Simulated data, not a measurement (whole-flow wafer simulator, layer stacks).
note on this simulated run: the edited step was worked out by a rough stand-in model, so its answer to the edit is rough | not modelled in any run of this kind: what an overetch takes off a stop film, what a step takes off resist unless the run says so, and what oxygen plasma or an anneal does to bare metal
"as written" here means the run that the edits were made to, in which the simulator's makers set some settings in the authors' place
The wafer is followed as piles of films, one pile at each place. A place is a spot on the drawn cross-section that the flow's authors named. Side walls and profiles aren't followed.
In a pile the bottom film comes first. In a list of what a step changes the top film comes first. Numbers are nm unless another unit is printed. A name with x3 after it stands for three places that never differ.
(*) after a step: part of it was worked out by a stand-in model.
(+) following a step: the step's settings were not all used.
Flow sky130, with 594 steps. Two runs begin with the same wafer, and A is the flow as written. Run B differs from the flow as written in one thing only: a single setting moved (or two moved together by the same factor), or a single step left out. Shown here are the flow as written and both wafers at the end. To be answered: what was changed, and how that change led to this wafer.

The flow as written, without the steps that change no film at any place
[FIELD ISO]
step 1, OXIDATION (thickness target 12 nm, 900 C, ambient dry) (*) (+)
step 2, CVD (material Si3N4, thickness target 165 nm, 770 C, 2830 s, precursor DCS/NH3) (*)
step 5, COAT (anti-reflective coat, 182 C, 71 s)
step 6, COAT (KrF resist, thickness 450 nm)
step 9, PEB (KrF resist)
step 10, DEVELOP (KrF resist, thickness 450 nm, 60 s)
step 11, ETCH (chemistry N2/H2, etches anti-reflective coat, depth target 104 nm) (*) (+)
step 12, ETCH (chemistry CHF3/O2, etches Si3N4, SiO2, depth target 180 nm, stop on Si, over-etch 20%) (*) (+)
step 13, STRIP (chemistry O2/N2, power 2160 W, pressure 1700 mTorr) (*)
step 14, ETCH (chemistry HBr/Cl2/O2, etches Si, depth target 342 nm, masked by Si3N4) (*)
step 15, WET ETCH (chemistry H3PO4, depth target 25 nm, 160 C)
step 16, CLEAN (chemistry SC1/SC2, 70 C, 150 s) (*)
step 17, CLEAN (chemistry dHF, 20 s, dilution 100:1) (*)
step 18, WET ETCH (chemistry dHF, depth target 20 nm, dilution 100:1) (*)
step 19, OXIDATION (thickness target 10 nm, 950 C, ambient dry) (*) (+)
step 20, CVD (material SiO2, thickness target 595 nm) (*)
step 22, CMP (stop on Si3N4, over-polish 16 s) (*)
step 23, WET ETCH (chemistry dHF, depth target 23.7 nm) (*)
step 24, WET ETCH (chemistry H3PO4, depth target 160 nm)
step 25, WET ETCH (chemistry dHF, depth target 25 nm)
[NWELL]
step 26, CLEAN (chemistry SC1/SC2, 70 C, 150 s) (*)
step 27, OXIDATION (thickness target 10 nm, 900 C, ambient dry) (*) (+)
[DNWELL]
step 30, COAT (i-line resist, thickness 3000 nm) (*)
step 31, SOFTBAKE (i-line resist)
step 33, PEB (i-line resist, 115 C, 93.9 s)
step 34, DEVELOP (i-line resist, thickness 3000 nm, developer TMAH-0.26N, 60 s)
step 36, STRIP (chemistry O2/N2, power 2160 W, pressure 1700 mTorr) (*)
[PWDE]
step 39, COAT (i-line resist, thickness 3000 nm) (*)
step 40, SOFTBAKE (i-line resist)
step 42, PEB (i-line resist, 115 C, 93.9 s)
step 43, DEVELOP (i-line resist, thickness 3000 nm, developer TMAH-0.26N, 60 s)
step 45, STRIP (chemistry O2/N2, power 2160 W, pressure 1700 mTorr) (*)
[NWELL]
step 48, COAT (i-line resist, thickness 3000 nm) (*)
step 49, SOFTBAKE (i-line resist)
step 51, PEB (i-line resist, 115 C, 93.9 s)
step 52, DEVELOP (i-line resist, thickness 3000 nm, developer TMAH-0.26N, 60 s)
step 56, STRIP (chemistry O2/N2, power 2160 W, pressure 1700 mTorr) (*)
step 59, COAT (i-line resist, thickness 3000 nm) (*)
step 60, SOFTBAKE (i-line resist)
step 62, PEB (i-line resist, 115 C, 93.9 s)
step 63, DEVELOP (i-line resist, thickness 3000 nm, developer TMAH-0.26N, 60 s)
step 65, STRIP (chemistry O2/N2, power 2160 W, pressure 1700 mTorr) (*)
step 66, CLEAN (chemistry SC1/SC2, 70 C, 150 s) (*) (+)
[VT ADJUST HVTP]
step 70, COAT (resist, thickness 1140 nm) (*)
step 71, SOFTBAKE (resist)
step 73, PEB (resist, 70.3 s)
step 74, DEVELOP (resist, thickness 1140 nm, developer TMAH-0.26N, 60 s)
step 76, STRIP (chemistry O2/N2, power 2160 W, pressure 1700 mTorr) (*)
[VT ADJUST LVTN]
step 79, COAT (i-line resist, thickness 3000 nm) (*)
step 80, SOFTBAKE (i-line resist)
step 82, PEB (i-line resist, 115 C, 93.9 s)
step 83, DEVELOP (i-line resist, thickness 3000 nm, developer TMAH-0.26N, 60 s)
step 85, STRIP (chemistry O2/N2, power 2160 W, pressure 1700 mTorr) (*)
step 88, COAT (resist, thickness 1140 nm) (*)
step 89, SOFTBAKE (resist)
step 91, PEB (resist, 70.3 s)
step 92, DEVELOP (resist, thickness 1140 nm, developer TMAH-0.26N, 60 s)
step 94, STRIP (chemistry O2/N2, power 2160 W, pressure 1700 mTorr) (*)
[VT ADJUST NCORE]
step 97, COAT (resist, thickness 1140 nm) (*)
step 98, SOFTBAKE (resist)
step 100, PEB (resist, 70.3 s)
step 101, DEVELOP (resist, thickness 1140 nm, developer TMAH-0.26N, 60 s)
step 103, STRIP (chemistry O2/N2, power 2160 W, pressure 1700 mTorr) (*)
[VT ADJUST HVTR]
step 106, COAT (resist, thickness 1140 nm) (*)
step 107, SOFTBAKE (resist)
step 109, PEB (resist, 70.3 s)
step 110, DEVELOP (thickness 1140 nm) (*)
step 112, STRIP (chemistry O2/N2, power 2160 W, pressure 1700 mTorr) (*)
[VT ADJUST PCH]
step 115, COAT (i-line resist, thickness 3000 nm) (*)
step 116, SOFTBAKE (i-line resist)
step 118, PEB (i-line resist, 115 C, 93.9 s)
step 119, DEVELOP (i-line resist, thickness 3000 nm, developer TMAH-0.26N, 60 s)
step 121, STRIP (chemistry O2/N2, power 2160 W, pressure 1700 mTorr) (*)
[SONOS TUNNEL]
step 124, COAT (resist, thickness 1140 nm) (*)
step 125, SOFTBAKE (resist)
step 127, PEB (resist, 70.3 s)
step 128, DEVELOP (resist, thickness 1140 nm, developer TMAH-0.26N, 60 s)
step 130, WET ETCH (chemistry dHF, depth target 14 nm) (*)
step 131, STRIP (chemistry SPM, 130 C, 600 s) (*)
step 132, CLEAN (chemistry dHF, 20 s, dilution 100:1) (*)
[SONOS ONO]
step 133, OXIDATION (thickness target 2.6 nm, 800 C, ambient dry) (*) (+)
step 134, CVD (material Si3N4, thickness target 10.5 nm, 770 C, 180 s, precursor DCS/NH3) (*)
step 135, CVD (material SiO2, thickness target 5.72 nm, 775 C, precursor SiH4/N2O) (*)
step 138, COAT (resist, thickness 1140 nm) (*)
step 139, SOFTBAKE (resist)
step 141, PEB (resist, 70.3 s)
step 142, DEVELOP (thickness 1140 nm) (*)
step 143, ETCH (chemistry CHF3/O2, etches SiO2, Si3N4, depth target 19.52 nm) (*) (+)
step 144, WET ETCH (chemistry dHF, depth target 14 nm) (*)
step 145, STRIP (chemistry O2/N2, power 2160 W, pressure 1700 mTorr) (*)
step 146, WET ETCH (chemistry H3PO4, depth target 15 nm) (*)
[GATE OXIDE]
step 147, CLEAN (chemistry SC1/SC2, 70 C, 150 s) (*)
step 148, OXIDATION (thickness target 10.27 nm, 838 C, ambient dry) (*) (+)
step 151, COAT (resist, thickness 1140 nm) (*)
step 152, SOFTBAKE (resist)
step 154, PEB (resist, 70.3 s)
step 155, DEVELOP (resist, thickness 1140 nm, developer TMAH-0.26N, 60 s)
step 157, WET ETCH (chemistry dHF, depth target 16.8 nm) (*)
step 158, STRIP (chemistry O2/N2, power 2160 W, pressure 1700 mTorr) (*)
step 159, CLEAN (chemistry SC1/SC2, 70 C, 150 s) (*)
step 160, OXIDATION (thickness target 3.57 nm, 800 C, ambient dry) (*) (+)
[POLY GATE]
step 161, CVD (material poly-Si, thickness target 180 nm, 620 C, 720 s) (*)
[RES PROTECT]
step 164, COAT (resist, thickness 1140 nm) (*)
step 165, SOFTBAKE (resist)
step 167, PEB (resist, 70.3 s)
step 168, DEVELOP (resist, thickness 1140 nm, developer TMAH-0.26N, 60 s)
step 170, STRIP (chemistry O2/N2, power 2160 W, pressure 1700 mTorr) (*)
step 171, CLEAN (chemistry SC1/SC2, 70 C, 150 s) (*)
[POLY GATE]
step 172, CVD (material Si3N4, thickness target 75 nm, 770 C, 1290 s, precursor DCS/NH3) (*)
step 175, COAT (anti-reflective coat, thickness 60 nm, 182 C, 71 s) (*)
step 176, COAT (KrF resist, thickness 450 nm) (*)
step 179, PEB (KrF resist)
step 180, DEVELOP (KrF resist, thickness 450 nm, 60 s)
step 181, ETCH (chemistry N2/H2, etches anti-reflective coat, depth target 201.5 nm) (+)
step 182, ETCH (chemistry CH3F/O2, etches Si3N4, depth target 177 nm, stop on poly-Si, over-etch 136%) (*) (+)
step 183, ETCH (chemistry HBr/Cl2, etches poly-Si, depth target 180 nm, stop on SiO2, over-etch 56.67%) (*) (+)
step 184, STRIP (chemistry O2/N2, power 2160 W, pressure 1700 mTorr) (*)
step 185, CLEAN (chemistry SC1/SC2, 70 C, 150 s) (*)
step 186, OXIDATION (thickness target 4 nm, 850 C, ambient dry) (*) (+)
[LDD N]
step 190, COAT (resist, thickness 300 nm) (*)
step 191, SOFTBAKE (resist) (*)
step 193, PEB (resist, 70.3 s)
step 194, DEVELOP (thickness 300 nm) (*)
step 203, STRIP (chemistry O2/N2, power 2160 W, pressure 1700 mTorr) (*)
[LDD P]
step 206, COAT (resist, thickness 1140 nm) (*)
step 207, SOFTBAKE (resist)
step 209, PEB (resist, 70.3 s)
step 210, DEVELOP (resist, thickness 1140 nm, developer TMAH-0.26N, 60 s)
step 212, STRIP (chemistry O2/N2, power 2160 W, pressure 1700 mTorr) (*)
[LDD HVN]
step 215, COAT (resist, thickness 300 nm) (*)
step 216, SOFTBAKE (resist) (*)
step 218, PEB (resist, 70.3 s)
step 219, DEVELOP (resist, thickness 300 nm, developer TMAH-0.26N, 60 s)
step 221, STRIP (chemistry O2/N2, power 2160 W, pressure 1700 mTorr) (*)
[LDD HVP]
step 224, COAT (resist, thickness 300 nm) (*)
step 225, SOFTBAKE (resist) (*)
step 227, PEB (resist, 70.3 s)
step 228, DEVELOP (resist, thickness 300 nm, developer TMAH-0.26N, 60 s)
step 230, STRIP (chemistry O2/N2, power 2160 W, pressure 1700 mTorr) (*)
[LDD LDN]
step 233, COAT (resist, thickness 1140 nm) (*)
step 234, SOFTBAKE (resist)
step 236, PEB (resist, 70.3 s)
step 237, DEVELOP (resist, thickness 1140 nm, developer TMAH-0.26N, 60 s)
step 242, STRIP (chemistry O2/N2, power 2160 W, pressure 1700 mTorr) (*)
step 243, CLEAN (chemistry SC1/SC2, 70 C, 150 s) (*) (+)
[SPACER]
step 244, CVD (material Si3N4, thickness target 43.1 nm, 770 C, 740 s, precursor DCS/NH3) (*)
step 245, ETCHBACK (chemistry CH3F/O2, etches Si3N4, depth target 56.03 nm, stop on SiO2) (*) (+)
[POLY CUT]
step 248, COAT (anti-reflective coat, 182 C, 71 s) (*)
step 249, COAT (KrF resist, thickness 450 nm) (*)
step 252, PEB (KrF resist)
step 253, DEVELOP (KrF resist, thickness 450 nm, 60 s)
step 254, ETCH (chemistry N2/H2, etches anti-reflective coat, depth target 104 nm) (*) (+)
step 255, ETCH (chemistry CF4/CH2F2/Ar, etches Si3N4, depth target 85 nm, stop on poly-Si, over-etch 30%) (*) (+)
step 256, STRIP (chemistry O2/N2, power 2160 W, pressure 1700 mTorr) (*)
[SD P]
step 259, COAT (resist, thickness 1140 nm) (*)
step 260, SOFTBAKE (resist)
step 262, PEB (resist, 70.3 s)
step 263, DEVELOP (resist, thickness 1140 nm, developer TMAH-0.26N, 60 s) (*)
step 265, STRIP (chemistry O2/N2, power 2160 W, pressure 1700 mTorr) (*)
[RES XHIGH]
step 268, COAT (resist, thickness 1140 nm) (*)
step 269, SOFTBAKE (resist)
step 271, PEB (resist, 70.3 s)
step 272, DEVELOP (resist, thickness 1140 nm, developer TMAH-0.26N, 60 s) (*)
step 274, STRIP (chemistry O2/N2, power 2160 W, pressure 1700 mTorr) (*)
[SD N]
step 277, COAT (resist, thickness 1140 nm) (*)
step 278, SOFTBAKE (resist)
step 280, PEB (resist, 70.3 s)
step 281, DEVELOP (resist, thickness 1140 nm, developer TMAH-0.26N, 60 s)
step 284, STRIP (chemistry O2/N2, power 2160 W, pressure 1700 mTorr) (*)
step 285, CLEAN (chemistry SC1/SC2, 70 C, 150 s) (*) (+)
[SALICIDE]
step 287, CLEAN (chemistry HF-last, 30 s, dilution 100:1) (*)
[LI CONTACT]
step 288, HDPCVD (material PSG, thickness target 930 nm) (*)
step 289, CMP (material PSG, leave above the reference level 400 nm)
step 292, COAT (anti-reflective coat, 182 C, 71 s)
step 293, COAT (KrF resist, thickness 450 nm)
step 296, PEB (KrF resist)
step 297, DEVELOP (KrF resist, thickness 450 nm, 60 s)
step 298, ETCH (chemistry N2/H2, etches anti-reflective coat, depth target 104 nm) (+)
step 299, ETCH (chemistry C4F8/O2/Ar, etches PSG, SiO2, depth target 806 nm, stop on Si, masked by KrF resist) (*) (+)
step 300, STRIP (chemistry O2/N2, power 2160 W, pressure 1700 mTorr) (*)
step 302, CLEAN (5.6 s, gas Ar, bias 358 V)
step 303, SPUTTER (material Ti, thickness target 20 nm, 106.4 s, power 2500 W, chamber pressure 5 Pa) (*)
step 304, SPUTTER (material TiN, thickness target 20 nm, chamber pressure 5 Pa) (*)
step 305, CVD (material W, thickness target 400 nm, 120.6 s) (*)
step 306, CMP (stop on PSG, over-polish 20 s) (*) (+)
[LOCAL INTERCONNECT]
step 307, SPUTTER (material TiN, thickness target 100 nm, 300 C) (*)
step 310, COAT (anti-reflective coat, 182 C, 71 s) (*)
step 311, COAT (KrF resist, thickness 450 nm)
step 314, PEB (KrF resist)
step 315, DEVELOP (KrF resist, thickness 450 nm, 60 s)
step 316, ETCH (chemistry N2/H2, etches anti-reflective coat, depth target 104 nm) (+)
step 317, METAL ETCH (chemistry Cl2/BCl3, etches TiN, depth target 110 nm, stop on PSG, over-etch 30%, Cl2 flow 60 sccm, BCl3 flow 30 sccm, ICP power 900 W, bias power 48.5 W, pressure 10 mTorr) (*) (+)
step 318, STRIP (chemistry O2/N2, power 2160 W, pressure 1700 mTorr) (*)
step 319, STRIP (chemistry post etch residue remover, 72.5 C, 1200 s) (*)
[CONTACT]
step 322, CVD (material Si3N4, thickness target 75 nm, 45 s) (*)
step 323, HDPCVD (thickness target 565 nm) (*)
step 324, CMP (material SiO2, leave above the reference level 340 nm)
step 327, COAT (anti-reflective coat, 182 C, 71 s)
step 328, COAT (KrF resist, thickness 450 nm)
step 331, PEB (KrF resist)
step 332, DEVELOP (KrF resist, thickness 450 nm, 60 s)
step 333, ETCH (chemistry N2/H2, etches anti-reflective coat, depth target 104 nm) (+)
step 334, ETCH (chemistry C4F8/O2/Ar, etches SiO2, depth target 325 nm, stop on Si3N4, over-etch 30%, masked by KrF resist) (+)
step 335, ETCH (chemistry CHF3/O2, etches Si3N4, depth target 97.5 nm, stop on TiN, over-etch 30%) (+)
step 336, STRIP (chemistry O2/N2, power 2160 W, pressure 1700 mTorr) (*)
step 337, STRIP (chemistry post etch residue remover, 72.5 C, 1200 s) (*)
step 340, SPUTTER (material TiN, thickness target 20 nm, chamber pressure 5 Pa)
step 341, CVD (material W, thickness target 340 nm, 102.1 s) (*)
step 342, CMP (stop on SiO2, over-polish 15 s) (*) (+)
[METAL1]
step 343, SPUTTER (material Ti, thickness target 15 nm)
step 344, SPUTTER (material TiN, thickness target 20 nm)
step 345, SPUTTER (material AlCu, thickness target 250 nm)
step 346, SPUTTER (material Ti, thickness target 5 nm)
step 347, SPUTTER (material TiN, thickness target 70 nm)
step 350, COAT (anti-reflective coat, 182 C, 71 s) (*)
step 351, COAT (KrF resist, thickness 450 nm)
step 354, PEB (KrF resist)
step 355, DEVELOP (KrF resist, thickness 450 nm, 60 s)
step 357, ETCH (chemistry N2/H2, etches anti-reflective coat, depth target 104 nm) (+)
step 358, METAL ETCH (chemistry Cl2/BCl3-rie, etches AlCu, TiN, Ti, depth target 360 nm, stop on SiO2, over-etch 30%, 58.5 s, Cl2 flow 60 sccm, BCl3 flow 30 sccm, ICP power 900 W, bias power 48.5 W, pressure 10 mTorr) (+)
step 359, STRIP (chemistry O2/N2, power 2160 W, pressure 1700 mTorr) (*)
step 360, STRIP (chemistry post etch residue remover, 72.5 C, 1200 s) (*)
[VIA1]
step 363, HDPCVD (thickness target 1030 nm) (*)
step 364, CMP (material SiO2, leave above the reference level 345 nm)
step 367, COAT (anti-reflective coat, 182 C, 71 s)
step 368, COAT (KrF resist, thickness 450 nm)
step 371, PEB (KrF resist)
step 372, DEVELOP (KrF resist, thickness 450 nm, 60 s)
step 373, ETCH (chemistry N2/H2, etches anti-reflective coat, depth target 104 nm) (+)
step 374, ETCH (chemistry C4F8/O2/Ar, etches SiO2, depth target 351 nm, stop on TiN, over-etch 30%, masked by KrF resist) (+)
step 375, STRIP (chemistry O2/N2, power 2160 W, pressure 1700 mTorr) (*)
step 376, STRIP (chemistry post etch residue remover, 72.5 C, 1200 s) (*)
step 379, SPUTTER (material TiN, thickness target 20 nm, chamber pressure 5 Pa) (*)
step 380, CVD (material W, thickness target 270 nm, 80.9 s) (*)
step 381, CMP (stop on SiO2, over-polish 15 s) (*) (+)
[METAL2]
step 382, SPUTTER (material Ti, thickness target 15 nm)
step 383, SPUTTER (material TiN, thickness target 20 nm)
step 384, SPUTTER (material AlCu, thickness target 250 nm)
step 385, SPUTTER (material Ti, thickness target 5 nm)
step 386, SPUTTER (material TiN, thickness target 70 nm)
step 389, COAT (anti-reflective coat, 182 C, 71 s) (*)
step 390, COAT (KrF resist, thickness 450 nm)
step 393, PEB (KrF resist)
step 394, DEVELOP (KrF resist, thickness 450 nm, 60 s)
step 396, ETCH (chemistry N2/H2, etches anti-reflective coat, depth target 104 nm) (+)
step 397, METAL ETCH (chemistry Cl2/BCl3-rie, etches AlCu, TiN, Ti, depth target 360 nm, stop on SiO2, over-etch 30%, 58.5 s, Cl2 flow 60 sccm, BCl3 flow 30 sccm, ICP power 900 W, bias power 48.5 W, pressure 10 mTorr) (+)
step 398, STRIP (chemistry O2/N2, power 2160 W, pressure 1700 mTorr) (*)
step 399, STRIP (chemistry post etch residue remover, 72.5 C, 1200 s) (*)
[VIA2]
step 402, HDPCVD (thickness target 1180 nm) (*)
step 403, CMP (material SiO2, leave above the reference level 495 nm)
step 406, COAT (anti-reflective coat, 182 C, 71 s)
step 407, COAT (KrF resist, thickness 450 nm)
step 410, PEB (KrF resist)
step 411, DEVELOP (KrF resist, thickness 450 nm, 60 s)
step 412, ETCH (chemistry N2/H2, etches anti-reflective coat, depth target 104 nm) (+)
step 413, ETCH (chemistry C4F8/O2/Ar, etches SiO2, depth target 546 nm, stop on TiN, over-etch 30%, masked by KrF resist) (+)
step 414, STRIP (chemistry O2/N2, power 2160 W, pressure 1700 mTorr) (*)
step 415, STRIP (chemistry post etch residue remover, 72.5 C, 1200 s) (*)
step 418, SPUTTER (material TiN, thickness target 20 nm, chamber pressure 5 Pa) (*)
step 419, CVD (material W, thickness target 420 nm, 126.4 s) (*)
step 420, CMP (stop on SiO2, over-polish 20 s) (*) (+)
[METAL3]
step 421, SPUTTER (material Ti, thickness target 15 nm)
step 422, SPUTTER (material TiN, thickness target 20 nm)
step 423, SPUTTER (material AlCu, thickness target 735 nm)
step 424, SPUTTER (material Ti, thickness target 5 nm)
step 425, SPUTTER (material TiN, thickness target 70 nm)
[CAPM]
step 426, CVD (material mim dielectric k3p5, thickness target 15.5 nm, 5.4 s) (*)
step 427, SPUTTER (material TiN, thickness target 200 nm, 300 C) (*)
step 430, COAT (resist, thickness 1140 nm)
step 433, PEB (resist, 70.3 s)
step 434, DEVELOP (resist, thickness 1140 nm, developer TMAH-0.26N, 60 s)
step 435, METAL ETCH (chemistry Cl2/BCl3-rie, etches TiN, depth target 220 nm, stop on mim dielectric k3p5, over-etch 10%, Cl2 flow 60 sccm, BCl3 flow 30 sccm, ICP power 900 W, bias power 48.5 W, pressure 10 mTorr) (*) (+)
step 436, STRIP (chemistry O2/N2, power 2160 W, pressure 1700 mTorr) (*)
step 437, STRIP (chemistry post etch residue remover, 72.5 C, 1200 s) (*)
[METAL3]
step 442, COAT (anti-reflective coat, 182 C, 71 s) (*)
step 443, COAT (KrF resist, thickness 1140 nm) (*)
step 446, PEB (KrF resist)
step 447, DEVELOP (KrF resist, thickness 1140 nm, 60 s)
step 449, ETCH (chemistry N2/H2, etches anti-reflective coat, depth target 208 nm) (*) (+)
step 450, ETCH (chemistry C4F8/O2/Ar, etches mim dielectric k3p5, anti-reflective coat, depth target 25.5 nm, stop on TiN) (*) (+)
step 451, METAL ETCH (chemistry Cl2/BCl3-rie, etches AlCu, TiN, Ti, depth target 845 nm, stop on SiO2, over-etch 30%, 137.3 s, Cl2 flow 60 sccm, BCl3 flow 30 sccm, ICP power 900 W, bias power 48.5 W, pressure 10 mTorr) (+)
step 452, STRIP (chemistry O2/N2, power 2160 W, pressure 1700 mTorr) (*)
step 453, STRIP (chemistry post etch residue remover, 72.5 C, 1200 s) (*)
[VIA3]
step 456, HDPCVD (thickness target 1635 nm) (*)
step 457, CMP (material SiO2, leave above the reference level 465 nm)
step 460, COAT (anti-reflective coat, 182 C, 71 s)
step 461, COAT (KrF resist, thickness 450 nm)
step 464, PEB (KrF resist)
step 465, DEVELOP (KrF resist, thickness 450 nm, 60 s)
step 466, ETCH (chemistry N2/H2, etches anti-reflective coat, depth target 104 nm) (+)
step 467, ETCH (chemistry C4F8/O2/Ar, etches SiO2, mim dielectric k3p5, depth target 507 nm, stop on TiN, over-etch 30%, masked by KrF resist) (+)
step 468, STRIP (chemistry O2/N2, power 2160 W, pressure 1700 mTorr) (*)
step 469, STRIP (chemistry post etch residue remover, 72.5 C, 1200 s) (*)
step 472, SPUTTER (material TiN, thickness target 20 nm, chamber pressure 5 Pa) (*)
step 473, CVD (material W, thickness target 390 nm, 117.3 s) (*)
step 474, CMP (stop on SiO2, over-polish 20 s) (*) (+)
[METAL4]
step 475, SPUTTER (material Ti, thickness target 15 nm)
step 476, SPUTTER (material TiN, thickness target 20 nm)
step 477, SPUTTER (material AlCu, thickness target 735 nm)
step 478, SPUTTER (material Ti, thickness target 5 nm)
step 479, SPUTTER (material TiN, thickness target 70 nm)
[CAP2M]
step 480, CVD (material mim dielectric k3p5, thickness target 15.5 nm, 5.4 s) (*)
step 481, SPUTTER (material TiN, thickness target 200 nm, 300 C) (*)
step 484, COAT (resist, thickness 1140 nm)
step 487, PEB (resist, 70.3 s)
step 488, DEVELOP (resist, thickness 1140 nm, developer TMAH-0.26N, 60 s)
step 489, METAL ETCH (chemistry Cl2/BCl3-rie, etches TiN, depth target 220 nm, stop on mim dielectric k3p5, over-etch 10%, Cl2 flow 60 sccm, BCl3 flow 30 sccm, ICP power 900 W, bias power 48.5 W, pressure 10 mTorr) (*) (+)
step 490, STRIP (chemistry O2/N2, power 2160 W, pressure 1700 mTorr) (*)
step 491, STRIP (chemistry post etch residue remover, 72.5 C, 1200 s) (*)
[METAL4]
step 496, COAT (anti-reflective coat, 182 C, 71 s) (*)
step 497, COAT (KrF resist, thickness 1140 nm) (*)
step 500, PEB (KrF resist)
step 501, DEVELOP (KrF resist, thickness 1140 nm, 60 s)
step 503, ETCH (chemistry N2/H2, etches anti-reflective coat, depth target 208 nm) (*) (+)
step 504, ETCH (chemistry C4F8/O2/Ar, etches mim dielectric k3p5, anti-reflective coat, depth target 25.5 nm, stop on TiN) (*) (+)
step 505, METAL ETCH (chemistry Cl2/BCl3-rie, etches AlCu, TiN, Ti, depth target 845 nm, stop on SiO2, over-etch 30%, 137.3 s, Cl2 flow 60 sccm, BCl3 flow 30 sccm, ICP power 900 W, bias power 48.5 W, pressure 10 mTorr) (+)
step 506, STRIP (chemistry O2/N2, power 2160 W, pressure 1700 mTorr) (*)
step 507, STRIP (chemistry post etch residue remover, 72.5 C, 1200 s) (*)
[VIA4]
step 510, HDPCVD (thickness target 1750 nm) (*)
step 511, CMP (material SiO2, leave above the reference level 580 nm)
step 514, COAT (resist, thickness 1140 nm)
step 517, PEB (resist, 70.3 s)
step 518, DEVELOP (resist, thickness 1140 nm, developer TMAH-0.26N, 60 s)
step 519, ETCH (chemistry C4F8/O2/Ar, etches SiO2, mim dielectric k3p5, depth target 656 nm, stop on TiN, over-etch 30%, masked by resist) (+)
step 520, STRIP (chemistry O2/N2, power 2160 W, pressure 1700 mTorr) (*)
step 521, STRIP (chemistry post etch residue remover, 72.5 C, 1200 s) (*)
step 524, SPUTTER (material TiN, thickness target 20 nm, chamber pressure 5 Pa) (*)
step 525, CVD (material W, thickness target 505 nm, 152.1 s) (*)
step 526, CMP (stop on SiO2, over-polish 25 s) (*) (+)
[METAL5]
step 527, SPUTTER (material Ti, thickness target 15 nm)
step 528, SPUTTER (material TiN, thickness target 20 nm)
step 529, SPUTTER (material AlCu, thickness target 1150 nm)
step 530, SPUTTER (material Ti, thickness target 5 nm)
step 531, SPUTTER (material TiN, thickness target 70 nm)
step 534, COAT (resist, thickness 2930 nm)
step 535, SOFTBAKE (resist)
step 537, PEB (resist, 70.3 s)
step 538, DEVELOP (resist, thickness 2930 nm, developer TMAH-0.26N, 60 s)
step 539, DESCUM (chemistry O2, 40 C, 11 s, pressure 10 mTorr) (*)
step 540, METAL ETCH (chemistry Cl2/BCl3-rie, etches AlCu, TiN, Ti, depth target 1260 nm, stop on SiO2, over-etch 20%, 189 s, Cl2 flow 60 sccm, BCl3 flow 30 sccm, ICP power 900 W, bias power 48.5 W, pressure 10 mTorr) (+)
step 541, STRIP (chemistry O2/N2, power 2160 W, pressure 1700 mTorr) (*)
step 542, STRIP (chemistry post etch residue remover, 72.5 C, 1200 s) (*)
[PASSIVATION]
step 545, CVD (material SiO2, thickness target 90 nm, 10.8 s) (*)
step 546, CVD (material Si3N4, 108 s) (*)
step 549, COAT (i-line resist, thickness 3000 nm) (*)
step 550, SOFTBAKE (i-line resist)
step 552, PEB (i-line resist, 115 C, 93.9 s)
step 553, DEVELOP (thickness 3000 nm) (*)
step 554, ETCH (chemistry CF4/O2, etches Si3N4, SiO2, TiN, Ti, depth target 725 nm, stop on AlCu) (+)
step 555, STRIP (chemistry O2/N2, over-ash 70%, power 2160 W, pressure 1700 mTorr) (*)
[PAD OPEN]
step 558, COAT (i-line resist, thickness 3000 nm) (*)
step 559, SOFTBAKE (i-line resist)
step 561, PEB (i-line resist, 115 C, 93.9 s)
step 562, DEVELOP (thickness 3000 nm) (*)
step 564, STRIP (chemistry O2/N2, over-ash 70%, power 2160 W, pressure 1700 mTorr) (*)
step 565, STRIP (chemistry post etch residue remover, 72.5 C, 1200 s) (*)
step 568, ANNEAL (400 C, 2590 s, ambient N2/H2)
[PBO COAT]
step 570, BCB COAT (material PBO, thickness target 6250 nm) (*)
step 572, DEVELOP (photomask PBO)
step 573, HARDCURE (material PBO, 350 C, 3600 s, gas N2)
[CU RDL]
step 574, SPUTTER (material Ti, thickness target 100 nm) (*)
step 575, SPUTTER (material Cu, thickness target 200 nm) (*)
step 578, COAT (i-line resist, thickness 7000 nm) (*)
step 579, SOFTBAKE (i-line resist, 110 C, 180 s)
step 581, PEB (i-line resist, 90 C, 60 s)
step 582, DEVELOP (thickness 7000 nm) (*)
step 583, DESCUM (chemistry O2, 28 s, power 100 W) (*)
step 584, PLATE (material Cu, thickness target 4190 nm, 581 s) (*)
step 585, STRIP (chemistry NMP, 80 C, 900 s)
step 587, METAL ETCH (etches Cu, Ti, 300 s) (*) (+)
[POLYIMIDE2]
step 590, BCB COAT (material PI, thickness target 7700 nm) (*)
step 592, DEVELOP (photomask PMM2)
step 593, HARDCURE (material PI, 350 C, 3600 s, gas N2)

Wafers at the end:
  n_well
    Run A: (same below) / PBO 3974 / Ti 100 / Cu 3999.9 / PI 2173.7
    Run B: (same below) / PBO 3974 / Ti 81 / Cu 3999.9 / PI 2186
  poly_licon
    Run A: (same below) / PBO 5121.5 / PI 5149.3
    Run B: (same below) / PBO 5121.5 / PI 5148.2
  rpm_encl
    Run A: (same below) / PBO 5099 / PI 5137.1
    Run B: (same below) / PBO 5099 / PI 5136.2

What caused this: step 574, SPUTTER: thickness target 81 nm was run, while the flow as written has thickness target 100 nm.
The wafer lets one read it off: n_well has Ti 81, and step 574 as written asks for 100 nm.

Step by step, how the change led to this:
  step 574, SPUTTER (material Ti, thickness target 100 nm) (*)
      field, active, n_well and 190 more: A +100 Ti (new film) | B +81 Ti (new film)
  step 587, METAL ETCH (etches Cu, Ti, 300 s) (*) (+)
      field, active, gate and 167 more: A -200 Cu (all of it), -100 Ti (all of it) | B -200 Cu (all of it), -81 Ti (all of it)
  step 590, BCB COAT (material PI, thickness target 7700 nm) (*)
      de16_gate_nw: A +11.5 um PI (new film) | B +11.49 um PI (new film)
